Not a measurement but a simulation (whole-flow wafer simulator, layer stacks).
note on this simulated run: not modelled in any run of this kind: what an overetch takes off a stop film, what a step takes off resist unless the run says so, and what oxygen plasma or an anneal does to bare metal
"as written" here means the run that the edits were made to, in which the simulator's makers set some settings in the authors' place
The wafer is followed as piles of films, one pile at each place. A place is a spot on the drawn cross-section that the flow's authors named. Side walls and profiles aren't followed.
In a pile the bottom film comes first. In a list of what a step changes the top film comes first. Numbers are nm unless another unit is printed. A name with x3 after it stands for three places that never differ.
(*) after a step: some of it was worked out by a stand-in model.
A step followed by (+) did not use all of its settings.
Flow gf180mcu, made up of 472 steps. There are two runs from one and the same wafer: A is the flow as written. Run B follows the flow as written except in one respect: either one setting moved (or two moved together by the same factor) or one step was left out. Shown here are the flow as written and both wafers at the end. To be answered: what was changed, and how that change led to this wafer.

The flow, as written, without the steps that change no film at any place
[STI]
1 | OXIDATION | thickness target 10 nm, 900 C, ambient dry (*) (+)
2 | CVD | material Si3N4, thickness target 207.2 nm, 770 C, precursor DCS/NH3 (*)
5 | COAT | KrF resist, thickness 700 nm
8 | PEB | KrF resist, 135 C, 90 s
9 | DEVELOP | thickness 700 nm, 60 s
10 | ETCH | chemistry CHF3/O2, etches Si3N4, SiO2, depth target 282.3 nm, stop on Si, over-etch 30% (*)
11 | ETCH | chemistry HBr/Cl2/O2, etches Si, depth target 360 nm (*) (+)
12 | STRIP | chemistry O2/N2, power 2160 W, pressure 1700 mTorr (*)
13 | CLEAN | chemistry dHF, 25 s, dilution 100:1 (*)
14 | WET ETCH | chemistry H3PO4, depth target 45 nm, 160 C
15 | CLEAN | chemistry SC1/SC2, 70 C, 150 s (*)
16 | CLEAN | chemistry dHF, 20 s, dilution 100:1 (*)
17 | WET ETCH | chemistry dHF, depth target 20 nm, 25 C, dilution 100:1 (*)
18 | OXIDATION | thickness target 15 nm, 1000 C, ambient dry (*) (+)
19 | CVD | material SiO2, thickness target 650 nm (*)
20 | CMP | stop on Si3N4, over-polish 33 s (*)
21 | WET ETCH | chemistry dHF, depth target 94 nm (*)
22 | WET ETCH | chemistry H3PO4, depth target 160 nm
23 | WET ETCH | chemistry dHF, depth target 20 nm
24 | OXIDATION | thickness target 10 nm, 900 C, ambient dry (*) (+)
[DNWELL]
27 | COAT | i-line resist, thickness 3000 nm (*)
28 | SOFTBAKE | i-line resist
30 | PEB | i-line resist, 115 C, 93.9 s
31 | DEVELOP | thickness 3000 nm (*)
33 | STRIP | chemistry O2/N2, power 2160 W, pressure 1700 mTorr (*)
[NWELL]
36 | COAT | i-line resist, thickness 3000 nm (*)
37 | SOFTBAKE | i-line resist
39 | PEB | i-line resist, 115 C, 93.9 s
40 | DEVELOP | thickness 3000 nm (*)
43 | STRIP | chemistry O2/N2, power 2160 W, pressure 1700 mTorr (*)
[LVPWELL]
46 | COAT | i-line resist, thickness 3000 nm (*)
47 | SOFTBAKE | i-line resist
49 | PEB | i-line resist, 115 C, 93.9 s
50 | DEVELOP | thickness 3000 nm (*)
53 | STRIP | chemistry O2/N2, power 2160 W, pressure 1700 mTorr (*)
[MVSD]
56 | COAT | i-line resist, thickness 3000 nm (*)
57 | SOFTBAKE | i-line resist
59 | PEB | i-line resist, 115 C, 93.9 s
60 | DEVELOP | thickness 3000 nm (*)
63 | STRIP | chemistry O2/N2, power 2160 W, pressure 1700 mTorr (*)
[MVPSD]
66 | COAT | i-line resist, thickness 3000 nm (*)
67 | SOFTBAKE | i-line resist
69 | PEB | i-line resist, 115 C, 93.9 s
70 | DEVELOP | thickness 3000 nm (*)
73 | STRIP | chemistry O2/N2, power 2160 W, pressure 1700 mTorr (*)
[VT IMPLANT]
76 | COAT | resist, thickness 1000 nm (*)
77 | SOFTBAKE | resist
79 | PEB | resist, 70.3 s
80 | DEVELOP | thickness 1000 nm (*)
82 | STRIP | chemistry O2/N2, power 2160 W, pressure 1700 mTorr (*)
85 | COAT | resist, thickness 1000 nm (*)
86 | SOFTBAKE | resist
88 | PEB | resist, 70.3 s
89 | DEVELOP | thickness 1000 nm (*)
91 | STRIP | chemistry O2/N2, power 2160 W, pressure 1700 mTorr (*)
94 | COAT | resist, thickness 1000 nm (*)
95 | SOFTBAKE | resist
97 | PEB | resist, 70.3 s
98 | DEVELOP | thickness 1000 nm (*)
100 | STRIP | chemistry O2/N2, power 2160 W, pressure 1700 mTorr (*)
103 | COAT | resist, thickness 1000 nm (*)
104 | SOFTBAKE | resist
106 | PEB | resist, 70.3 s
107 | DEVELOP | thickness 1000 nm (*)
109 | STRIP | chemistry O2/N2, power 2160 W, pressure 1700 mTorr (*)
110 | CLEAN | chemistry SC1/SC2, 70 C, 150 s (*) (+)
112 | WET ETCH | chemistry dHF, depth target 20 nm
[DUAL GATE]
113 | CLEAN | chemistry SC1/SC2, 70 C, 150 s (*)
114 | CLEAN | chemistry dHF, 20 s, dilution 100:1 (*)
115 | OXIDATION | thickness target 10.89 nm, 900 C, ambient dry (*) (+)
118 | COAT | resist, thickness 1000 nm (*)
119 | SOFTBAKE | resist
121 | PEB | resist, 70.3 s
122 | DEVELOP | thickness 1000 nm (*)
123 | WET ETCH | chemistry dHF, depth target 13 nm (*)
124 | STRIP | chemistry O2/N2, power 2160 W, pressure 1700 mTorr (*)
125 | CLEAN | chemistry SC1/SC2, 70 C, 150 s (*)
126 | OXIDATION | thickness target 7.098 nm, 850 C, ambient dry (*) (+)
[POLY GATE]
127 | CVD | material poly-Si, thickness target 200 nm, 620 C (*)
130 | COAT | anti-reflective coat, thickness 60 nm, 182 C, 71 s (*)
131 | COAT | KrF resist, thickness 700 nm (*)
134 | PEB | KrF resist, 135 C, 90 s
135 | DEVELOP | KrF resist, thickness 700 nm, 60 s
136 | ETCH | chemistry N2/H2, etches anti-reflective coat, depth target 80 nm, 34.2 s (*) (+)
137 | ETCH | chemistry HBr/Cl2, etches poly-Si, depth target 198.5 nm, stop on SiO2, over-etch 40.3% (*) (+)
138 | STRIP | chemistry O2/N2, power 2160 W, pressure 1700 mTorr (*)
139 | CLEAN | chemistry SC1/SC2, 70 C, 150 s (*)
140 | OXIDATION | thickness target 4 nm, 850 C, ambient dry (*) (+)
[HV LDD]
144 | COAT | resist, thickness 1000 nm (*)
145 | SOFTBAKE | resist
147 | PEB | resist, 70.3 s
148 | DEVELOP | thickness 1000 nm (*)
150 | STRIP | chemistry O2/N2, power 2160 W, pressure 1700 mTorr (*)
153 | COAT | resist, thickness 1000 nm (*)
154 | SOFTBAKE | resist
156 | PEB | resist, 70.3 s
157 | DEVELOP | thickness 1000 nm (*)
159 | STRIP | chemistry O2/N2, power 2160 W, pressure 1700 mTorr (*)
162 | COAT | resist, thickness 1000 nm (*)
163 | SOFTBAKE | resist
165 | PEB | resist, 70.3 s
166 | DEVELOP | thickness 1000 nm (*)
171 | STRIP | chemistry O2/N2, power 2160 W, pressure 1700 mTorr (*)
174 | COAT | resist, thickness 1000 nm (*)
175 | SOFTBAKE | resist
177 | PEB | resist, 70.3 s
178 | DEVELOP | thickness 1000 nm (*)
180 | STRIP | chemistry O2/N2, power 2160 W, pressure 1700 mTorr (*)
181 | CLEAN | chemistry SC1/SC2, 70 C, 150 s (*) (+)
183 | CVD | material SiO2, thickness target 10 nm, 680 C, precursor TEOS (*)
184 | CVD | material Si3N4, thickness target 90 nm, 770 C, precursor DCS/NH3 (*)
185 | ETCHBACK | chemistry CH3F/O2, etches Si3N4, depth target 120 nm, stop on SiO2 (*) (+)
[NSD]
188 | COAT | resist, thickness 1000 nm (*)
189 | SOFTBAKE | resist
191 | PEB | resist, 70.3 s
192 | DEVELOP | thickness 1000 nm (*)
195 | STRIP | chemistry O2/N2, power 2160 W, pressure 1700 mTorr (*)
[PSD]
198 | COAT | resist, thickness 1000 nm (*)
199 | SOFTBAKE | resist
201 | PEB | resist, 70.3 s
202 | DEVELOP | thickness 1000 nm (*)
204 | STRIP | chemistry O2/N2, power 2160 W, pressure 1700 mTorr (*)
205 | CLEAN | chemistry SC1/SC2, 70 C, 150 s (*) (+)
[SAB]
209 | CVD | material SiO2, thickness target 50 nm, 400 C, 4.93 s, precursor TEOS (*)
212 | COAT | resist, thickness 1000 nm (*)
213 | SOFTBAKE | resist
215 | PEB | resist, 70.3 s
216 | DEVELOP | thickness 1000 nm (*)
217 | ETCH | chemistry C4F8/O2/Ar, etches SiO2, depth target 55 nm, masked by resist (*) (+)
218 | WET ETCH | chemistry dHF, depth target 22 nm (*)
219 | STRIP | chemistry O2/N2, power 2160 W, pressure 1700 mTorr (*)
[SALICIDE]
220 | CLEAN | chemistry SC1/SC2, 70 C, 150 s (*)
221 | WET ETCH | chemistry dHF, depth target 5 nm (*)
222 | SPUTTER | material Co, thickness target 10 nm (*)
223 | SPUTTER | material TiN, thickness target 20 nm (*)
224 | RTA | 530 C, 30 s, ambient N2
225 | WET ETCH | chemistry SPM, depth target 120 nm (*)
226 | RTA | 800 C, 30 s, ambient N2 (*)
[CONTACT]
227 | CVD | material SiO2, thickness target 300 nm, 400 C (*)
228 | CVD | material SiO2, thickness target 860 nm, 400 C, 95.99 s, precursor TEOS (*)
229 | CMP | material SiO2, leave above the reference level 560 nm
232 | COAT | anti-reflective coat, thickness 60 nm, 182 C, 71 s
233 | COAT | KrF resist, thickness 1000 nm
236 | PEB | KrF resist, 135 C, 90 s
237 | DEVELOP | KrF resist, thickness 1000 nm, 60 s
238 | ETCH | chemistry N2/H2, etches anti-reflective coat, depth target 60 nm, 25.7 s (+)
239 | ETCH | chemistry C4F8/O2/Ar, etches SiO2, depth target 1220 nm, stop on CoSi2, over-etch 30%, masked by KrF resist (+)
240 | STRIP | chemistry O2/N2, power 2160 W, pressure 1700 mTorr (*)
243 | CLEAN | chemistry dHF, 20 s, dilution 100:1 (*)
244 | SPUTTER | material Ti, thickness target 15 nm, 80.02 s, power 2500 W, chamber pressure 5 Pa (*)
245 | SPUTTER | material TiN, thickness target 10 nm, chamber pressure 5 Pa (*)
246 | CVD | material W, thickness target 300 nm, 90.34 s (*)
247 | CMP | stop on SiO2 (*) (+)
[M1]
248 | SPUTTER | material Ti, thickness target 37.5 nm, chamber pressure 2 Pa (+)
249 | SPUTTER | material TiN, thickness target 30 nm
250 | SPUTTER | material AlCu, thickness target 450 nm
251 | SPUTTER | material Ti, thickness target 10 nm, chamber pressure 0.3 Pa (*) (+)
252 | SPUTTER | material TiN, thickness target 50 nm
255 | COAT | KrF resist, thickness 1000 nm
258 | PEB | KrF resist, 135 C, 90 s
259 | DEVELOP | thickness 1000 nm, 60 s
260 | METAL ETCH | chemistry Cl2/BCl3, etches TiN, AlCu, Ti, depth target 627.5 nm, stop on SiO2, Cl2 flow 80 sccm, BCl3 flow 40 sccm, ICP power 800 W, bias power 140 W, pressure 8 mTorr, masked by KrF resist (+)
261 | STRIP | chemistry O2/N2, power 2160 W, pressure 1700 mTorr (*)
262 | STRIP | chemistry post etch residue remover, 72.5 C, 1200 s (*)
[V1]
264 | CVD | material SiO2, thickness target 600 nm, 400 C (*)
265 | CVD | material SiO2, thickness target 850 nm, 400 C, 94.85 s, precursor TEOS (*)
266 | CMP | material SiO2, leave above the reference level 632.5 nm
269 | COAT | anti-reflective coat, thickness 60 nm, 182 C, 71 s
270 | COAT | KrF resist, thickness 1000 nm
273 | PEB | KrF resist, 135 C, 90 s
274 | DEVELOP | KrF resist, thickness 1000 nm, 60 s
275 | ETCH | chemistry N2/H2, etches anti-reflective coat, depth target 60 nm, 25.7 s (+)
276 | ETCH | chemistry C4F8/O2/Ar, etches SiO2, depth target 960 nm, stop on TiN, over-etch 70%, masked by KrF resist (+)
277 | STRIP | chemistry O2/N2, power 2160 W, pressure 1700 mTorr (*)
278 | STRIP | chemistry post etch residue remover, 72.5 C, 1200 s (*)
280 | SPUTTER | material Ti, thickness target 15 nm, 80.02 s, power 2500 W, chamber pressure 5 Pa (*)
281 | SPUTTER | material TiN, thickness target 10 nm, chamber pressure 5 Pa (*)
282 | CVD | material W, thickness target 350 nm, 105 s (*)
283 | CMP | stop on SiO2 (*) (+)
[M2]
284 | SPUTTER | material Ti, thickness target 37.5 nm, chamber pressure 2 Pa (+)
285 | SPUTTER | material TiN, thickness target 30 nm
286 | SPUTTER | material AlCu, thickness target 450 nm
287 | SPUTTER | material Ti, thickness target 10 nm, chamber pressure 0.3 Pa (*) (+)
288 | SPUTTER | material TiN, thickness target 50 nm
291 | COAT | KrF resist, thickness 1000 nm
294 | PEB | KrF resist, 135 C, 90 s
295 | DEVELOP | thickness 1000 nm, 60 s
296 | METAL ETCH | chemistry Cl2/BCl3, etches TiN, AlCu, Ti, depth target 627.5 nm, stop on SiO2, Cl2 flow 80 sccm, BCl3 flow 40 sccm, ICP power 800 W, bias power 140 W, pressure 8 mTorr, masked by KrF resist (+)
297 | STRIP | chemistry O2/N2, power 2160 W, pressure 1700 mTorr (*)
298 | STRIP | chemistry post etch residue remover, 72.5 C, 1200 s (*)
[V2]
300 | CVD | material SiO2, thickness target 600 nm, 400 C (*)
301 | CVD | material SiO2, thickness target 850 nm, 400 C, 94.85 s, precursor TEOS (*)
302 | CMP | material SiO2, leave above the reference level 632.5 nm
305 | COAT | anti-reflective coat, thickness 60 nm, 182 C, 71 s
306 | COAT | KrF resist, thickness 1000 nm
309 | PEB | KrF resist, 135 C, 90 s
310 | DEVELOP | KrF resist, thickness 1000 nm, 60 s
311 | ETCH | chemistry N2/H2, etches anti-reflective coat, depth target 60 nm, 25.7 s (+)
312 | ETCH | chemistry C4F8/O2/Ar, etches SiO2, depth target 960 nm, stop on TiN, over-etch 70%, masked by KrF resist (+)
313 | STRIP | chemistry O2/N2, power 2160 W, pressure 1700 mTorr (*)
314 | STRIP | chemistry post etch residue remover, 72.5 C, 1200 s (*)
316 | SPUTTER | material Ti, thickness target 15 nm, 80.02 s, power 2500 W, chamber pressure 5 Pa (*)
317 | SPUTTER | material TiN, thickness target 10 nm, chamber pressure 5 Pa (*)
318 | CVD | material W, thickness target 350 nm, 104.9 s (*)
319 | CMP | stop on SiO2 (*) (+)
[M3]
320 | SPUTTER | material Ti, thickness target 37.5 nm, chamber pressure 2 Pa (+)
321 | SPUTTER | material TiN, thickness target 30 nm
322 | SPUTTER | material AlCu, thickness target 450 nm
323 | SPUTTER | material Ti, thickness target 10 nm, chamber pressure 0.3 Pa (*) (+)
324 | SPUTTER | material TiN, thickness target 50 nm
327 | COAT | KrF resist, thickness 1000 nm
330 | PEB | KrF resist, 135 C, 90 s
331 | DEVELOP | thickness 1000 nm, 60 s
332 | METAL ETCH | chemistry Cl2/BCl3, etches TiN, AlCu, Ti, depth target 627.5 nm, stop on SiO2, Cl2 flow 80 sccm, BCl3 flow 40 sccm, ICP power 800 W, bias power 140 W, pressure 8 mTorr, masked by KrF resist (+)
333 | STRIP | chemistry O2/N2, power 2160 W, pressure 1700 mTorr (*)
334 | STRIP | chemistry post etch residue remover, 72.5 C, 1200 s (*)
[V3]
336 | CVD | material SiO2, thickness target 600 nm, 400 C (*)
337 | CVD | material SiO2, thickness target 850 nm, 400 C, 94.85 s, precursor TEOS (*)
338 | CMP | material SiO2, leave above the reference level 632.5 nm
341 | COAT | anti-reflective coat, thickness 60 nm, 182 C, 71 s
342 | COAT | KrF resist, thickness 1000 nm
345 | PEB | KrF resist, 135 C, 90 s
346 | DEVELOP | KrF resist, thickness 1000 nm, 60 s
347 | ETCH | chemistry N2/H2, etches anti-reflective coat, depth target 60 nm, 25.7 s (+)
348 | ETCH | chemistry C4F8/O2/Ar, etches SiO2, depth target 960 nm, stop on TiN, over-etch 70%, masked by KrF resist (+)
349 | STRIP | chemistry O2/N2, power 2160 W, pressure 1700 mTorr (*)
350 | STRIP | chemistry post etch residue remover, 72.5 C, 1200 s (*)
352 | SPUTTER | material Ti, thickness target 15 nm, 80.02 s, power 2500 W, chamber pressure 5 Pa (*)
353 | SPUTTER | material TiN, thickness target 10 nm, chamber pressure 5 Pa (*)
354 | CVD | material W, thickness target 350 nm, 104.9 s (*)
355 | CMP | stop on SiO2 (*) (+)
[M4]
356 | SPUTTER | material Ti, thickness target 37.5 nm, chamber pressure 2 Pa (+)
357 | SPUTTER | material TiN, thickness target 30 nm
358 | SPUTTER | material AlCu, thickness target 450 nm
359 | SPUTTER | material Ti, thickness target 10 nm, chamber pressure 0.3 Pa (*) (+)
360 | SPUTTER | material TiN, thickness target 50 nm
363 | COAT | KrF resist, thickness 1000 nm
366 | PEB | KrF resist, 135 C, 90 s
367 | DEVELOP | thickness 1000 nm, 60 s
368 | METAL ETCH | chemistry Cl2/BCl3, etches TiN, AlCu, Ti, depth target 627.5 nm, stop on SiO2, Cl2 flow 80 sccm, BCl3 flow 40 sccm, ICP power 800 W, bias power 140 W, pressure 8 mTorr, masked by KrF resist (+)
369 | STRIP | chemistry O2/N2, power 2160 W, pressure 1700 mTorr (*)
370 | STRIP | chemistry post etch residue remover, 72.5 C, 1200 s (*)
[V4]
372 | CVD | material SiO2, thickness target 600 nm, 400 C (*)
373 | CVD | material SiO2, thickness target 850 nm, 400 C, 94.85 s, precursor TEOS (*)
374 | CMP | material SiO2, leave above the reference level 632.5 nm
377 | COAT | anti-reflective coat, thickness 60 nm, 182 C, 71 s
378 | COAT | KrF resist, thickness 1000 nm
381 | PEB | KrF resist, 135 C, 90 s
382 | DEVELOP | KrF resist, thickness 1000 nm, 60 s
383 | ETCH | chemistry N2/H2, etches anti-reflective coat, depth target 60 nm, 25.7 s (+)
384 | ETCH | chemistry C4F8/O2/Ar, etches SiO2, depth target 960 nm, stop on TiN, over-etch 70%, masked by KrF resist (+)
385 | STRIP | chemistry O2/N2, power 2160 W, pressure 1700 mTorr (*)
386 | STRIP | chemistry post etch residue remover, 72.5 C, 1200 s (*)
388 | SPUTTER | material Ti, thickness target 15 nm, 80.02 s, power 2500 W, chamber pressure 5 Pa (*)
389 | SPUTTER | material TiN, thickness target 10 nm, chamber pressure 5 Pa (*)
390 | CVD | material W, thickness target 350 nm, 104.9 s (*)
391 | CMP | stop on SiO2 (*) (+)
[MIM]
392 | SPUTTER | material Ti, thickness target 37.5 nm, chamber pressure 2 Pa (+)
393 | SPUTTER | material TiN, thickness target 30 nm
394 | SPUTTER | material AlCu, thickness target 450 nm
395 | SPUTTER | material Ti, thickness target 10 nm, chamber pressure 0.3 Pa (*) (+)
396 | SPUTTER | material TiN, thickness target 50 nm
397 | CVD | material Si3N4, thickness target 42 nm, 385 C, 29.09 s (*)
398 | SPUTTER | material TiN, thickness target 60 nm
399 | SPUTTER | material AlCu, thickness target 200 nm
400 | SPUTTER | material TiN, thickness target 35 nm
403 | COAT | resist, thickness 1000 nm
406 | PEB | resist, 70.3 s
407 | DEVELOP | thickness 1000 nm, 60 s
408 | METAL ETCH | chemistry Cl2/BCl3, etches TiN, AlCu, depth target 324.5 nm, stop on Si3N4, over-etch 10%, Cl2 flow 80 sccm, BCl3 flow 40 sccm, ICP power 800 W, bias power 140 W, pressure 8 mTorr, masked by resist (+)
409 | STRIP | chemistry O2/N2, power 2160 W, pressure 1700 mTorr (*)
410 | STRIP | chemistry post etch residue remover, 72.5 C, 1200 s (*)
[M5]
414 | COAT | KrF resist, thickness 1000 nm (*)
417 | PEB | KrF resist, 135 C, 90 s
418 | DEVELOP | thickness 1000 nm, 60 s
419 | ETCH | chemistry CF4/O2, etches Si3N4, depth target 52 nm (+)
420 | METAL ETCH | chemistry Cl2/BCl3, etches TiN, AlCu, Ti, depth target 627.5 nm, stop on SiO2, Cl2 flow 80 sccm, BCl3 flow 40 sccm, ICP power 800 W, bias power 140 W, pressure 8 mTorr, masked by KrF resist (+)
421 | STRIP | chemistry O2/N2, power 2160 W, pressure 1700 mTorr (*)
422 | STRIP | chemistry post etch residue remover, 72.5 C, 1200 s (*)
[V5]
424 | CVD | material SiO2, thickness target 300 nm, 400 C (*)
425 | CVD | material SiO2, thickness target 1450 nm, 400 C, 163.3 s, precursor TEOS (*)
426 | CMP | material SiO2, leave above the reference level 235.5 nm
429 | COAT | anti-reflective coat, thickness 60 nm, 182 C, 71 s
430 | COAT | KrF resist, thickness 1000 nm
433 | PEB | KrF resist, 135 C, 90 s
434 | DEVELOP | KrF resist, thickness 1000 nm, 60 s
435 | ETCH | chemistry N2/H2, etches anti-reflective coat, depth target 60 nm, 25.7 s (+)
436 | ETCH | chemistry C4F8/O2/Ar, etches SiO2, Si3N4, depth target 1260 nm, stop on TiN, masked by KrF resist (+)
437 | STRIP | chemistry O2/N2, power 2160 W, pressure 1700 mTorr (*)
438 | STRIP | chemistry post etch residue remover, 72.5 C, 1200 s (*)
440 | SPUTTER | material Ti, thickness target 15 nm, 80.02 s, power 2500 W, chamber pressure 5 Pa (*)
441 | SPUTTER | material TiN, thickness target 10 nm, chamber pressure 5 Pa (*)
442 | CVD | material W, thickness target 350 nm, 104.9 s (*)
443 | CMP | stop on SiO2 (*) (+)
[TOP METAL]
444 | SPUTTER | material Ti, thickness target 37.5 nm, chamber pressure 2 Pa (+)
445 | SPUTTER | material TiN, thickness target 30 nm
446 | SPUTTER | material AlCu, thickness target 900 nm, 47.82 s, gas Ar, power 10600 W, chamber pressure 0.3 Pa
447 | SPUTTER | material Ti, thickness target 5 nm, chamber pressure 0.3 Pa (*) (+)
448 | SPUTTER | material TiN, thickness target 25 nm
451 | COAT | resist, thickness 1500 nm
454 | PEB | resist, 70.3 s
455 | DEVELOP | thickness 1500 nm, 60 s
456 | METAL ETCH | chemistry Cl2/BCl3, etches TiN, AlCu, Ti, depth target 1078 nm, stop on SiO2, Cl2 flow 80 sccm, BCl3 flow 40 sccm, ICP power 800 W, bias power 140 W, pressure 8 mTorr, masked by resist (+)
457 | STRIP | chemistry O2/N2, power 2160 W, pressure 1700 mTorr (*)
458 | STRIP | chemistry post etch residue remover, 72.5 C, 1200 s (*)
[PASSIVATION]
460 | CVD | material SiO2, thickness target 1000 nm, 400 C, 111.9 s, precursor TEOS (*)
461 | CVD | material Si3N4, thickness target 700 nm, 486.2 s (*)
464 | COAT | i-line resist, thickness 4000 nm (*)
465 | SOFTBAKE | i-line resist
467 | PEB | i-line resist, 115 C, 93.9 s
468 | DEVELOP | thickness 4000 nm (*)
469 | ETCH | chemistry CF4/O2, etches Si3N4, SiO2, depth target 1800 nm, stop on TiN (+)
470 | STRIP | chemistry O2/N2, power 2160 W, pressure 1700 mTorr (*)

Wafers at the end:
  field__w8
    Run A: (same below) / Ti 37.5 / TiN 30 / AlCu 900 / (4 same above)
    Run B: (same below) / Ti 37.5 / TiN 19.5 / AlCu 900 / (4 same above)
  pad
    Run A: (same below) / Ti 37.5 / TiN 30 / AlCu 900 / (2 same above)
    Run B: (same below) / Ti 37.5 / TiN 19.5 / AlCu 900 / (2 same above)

What caused this: step 445, SPUTTER: thickness target 19.5 nm was run, whereas the flow has thickness target 30 nm.
The wafer lets one read it off: field__w8 has TiN 19.5, and step 445 as written asks for 30 nm.

The path from the change to this, step by step:
  445 | SPUTTER | material TiN, thickness target 30 nm
      field, field__w1, field__w2 and 109 more: A +30 TiN (new film) | B +19.5 TiN (new film)
  456 | METAL ETCH | chemistry Cl2/BCl3, etches TiN, AlCu, Ti, depth target 1078 nm, stop on SiO2, Cl2 flow 80 sccm, BCl3 flow 40 sccm, ICP power 800 W, bias power 140 W, pressure 8 mTorr, masked by resist (+)
      field, field__w1, field__w2 and 103 more: A -25 TiN (all of it), -5 Ti (all of it), -900 AlCu (all of it), -30 TiN (all of it), -37.5 Ti (all of it) | B -25 TiN (all of it), -5 Ti (all of it), -900 AlCu (all of it), -19.5 TiN (all of it), -37.5 Ti (all of it)
